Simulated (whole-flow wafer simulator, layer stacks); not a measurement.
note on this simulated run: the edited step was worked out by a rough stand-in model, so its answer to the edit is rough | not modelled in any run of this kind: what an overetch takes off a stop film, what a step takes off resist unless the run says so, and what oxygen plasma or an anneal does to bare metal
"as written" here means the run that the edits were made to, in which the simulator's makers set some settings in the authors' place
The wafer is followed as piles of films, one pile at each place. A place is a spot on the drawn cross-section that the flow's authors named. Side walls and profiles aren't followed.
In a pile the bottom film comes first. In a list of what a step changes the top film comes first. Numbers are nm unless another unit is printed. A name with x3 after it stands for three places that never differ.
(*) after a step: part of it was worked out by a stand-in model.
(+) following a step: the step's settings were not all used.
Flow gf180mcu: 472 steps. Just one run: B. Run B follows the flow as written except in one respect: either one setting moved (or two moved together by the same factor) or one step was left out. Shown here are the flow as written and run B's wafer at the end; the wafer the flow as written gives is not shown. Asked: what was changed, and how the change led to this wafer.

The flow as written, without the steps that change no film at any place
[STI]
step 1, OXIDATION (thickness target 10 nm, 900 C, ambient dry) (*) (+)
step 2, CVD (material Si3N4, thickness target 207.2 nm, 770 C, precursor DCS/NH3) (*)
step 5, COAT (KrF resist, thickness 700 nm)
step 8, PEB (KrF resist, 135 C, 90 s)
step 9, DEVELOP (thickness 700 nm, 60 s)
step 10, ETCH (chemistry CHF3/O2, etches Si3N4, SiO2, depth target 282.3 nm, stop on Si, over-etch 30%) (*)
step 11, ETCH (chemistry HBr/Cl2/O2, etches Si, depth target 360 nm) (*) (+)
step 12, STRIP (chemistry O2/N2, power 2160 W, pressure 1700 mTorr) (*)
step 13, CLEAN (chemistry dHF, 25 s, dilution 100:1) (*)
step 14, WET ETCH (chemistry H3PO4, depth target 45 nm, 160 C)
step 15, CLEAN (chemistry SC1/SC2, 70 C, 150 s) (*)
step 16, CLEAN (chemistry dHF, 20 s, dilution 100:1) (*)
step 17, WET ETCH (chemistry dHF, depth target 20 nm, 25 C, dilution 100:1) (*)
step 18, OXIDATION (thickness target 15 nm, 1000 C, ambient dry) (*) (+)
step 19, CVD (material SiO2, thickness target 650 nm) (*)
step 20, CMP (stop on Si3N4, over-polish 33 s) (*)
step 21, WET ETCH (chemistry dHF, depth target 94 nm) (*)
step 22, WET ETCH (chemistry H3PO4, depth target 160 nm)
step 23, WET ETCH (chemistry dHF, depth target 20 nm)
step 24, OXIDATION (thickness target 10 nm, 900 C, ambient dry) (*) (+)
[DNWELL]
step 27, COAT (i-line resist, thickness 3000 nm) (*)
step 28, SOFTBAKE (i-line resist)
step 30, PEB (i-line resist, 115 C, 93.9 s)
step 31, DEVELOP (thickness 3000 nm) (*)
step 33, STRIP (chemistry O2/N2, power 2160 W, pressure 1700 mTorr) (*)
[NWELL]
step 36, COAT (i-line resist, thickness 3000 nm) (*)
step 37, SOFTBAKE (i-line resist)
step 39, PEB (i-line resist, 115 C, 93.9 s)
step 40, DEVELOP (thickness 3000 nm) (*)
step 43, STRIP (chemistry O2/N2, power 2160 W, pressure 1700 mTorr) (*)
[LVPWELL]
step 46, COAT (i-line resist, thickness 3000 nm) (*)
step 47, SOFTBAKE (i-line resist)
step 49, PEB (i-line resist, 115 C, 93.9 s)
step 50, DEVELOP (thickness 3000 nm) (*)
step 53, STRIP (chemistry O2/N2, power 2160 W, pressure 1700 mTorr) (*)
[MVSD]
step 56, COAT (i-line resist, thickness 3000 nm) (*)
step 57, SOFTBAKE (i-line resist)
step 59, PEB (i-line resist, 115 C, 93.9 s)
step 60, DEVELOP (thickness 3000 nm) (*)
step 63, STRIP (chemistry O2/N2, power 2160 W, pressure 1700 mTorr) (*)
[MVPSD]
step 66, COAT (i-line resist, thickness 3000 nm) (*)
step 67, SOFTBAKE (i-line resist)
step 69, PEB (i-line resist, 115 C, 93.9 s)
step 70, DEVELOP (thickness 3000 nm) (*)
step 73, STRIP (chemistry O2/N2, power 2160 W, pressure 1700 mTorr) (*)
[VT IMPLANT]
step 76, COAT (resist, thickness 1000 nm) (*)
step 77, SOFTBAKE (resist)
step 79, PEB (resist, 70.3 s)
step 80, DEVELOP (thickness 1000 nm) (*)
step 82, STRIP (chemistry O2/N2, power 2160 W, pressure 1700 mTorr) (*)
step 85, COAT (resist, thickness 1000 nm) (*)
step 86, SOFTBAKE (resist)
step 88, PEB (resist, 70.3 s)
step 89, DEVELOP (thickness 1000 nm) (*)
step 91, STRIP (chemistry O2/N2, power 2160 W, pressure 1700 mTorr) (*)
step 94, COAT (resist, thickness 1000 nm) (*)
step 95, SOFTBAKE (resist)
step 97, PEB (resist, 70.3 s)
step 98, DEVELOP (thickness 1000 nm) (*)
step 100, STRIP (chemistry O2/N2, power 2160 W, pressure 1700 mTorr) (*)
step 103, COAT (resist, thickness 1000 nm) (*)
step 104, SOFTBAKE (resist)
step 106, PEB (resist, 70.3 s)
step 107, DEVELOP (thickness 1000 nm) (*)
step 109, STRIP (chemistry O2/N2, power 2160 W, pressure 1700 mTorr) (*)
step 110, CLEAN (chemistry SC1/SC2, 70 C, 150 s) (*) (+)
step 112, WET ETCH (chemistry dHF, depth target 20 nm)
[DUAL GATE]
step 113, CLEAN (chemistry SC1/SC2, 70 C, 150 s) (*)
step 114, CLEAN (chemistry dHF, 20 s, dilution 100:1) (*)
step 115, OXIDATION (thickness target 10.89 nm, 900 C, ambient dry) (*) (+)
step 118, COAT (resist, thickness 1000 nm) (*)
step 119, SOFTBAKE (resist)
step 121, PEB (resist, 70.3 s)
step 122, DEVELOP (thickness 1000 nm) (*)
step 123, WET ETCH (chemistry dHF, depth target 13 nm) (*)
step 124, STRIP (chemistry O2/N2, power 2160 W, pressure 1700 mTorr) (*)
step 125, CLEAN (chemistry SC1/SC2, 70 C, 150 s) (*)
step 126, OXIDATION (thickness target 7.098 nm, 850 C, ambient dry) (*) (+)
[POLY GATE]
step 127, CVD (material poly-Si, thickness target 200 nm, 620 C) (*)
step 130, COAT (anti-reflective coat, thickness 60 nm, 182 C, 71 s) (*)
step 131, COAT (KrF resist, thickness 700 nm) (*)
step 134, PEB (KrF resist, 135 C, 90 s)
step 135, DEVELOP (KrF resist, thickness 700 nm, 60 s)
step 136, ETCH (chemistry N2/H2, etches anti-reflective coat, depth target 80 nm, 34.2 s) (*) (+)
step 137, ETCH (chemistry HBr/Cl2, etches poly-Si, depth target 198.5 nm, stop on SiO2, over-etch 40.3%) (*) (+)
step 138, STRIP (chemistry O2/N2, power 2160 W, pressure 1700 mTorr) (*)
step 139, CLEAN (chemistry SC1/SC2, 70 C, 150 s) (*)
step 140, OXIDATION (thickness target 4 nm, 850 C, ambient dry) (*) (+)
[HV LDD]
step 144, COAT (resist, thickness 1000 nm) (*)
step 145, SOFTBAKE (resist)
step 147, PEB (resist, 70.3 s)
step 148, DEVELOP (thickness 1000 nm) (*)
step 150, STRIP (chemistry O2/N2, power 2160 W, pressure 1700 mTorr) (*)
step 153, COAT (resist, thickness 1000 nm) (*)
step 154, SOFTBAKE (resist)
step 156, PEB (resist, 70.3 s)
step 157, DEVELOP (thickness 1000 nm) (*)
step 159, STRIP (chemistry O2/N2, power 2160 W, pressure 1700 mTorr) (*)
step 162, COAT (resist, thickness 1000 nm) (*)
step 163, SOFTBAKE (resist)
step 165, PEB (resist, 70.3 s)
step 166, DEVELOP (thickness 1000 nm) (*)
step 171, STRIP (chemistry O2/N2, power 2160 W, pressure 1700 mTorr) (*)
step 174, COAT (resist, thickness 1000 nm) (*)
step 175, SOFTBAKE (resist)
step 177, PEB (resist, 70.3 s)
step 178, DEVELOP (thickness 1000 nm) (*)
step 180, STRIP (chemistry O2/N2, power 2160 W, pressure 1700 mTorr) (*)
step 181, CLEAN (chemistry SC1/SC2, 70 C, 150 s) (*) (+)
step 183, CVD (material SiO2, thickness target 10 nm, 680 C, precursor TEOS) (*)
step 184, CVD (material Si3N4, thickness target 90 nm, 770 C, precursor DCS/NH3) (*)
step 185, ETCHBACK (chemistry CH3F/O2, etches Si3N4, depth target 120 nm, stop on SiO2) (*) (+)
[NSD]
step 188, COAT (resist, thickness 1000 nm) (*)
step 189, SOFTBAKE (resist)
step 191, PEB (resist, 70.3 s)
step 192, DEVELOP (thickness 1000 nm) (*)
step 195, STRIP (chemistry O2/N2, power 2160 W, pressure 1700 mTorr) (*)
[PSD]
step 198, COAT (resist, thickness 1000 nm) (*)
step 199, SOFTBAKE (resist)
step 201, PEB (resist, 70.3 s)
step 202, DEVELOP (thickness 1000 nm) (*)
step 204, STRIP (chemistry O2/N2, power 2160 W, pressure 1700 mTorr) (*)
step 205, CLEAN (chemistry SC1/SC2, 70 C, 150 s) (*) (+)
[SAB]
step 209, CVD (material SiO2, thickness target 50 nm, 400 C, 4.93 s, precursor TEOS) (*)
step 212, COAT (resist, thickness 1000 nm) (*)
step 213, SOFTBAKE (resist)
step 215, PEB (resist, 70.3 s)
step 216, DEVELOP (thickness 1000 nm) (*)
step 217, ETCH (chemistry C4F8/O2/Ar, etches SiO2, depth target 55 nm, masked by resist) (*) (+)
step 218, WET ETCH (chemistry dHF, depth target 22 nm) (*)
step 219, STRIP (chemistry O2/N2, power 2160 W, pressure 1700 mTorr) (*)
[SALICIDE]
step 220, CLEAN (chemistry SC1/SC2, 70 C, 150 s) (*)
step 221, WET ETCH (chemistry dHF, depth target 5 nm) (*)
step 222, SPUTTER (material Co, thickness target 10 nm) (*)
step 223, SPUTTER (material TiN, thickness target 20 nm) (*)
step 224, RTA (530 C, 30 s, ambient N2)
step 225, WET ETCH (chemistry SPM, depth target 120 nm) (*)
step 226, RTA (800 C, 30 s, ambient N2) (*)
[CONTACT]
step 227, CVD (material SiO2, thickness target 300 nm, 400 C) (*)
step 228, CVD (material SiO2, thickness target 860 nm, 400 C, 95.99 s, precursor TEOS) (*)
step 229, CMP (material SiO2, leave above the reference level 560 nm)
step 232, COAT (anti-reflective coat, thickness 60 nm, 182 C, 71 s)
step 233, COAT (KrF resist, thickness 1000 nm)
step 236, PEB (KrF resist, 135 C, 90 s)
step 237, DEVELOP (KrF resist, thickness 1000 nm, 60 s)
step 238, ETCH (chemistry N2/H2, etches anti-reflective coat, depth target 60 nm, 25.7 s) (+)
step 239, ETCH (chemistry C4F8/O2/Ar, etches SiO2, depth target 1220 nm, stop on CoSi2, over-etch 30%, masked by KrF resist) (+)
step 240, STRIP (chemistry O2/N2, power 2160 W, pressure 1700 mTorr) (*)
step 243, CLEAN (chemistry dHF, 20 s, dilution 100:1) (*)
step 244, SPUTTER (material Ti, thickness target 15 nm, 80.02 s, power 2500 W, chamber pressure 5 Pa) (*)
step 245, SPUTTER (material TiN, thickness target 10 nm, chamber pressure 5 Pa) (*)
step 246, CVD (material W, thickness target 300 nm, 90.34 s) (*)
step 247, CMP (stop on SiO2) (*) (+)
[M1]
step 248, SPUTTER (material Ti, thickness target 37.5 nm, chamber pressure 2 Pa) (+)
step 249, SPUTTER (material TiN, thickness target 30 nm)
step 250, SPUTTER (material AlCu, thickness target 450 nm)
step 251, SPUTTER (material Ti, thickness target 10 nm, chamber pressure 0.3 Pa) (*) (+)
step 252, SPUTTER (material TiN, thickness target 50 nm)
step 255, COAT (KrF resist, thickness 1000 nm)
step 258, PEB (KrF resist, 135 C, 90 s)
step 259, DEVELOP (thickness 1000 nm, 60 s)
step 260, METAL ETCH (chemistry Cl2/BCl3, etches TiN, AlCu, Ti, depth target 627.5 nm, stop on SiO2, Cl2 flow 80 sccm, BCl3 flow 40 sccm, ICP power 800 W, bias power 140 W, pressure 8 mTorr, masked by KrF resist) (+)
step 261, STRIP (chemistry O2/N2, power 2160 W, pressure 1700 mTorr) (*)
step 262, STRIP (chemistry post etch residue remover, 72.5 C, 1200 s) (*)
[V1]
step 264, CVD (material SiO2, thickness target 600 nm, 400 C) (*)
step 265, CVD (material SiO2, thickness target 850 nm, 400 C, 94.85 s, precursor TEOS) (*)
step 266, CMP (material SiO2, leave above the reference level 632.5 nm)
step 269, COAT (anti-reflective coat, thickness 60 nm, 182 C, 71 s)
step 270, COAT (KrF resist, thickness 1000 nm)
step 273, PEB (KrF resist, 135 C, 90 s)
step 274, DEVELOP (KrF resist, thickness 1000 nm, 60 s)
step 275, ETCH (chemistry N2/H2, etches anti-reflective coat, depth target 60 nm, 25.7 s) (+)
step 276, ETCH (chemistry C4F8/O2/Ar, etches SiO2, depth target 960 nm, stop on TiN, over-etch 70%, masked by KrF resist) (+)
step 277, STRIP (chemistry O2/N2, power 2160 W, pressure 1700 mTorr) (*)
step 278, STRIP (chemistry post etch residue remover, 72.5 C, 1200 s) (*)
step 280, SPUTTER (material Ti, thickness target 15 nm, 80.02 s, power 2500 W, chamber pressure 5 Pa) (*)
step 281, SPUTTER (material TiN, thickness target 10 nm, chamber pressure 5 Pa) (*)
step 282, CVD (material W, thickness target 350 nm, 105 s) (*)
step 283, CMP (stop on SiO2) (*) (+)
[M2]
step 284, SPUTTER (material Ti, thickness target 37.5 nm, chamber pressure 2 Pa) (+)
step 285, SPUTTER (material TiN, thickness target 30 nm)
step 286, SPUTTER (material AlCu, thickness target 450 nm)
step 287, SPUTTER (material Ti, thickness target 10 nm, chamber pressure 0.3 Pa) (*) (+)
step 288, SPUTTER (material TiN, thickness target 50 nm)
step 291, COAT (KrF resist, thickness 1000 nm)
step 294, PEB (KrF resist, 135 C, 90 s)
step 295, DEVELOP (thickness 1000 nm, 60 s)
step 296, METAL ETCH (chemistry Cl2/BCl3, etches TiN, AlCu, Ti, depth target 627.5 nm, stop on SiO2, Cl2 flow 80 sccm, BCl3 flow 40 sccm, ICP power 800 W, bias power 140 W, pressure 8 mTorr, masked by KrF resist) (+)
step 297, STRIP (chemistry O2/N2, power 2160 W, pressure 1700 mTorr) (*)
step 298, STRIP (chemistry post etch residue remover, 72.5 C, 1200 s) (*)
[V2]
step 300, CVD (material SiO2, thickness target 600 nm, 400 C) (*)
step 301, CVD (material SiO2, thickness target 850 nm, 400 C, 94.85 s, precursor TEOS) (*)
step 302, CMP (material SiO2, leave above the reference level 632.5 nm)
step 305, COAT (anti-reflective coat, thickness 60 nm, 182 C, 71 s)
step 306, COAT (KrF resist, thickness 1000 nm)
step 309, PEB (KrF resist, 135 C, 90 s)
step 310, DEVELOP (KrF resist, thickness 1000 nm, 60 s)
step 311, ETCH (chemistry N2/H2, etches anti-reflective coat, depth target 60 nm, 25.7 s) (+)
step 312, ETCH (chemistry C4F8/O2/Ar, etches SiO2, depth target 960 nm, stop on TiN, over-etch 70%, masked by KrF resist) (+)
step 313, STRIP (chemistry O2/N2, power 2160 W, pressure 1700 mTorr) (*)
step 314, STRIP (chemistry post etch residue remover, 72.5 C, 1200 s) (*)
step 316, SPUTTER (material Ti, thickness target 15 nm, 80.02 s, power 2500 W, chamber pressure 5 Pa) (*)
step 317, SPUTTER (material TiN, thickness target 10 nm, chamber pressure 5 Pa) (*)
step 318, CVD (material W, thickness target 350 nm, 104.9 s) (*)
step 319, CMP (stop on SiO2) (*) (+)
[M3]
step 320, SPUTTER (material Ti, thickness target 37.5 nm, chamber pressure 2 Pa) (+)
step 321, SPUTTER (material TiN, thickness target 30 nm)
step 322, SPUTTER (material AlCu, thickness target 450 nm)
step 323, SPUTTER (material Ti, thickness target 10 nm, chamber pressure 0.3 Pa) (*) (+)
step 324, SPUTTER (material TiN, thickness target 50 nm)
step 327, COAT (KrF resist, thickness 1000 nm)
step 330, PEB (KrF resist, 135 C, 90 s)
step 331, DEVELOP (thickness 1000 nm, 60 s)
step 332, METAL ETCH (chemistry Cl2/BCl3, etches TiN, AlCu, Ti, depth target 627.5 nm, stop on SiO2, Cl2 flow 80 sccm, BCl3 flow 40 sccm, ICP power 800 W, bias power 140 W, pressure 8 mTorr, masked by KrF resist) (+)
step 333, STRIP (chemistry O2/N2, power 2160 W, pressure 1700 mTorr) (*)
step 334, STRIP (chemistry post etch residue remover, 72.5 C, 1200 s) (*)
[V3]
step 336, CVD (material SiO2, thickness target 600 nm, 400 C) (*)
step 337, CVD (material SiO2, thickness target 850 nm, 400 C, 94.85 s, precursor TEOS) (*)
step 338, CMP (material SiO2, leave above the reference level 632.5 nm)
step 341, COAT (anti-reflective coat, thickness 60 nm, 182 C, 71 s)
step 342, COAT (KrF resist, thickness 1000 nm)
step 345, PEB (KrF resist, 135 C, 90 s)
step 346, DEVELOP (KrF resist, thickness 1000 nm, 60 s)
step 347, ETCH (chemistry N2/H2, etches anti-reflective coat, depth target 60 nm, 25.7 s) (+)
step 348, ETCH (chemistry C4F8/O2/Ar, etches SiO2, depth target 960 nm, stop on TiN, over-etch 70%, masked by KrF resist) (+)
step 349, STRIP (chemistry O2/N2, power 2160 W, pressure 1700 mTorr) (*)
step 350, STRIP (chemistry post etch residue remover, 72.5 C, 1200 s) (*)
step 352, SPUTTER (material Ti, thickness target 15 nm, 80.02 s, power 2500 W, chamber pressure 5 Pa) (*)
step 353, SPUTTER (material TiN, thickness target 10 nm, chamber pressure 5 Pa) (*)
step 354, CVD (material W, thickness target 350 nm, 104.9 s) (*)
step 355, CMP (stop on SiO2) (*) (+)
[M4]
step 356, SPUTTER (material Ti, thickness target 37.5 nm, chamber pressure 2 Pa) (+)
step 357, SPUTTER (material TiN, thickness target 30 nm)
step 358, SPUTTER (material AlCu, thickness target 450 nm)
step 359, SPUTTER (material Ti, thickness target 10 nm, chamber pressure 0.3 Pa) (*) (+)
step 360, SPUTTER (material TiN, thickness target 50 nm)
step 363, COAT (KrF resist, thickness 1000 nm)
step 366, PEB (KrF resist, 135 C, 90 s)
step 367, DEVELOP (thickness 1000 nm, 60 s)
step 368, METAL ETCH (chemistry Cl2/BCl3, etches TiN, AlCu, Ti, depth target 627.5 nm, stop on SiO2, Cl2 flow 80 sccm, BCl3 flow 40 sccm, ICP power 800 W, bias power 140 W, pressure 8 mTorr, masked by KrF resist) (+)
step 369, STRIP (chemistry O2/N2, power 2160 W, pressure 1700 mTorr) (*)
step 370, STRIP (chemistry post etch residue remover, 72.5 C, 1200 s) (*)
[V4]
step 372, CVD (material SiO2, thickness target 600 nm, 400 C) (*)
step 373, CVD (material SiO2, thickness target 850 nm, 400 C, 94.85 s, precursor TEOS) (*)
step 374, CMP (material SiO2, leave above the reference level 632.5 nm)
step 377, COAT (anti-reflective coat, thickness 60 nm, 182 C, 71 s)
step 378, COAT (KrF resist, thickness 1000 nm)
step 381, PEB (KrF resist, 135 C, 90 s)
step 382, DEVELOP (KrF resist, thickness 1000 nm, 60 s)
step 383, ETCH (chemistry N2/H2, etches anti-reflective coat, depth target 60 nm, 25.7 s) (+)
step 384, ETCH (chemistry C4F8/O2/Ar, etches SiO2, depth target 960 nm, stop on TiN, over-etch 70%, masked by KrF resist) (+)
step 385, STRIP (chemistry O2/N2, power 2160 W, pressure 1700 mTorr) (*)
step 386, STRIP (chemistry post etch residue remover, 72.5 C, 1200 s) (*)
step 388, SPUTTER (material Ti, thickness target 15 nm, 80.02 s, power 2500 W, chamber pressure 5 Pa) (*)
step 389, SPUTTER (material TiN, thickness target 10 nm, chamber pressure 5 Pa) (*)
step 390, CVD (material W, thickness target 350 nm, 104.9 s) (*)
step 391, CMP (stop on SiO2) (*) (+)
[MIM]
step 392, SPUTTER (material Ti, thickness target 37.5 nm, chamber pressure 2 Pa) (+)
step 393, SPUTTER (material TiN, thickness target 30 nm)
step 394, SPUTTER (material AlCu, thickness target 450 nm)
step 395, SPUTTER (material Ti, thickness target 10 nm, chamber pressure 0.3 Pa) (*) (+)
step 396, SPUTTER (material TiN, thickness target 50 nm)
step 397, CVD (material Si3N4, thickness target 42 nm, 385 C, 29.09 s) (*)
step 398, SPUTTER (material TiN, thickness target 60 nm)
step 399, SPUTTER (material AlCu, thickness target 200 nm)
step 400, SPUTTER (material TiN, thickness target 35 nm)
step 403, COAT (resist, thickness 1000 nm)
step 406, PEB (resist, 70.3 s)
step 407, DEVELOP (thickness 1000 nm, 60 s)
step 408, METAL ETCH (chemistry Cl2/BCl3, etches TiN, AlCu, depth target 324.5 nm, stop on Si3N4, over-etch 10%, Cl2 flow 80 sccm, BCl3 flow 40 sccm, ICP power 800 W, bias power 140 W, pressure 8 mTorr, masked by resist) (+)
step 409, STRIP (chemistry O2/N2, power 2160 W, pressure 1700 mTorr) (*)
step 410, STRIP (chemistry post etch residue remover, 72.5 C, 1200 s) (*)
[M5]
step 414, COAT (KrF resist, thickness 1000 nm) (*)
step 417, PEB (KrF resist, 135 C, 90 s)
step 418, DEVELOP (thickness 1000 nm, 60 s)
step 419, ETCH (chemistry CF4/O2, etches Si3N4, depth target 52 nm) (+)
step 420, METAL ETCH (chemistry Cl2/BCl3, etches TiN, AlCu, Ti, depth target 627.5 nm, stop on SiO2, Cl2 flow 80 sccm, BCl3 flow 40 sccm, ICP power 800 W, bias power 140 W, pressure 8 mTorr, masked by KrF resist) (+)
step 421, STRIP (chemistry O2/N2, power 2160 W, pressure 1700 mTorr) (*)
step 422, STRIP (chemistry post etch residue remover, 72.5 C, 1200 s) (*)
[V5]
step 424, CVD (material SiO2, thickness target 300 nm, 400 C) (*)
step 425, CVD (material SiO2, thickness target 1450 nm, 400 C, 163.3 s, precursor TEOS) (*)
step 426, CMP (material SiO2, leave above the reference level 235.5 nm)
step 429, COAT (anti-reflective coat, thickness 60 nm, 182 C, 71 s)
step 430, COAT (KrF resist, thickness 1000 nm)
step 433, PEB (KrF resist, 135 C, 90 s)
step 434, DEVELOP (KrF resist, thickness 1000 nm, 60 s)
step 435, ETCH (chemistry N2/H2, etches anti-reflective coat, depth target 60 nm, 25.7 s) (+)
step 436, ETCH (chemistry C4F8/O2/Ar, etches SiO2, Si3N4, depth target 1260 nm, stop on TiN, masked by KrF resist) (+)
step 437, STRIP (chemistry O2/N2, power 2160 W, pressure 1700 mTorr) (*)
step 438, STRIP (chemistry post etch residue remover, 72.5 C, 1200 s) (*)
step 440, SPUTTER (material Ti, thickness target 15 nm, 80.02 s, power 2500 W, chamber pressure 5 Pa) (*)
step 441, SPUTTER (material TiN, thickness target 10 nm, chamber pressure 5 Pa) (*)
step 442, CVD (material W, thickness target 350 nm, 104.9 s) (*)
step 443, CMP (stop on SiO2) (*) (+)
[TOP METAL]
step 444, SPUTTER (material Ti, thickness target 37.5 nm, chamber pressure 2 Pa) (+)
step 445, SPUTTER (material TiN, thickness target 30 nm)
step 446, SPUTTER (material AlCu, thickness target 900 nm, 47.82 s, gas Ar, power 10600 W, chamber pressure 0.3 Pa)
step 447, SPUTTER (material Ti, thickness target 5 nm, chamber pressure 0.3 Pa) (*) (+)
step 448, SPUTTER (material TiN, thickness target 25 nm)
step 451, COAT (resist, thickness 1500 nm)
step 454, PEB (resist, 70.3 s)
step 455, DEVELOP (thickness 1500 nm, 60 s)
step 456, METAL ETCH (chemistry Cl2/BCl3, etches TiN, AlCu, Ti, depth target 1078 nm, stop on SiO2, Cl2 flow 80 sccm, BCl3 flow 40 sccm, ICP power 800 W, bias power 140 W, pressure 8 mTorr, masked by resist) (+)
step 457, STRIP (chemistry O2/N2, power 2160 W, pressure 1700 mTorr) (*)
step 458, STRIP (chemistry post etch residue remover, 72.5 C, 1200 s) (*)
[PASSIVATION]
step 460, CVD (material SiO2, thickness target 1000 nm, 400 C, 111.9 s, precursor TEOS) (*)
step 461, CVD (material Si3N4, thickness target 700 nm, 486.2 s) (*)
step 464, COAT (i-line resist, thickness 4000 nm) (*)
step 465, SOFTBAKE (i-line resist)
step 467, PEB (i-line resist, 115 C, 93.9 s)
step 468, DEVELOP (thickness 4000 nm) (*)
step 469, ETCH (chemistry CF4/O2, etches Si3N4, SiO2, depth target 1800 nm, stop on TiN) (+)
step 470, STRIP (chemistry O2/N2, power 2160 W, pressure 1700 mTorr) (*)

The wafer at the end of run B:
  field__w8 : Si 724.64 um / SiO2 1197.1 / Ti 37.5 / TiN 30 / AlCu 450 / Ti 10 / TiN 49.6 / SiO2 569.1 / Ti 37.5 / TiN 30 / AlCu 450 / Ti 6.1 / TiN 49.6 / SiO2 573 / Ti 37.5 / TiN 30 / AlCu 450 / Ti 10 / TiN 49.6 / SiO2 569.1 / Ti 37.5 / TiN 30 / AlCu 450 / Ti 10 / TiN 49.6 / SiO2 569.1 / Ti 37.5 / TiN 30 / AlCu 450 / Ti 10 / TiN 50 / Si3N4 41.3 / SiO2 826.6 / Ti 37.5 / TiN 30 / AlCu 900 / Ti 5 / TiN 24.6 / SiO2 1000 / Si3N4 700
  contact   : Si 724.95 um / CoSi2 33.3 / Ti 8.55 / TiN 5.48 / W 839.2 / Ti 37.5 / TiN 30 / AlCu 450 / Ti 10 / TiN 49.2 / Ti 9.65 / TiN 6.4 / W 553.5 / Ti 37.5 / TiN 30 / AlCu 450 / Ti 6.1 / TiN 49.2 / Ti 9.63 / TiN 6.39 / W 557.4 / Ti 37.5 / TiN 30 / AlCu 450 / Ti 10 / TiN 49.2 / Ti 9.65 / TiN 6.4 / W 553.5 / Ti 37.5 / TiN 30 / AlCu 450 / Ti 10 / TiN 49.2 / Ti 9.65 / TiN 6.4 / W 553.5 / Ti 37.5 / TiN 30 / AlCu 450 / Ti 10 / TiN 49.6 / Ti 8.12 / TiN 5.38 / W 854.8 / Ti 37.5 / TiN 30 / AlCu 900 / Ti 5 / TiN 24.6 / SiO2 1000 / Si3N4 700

The reason: step 287, SPUTTER: thickness target 6.1 nm was run, whereas the flow has thickness target 10 nm.
One can read it off the wafer: field__w8 has Ti 6.1, and step 287 as written asks for 10 nm.

How this came from the change, step by step:
  step 287, SPUTTER (material Ti, thickness target 10 nm, chamber pressure 0.3 Pa) (*) (+)
      field, field__w1, field__w2 and 108 more: +6.1 Ti (new film) (it would be, as written: +10 Ti (new film))
  step 296, METAL ETCH (chemistry Cl2/BCl3, etches TiN, AlCu, Ti, depth target 627.5 nm, stop on SiO2, Cl2 flow 80 sccm, BCl3 flow 40 sccm, ICP power 800 W, bias power 140 W, pressure 8 mTorr, masked by KrF resist) (+)
      field, field__w1, field__w2 and 103 more: -50 TiN (all of it), -6.1 Ti (all of it), -450 AlCu (all of it), -30 TiN (all of it), -37.5 Ti (all of it) (it would be, as written: -50 TiN (all of it), -10 Ti (all of it), -450 AlCu (all of it), -30 TiN (all of it), -37.5 Ti (all of it))
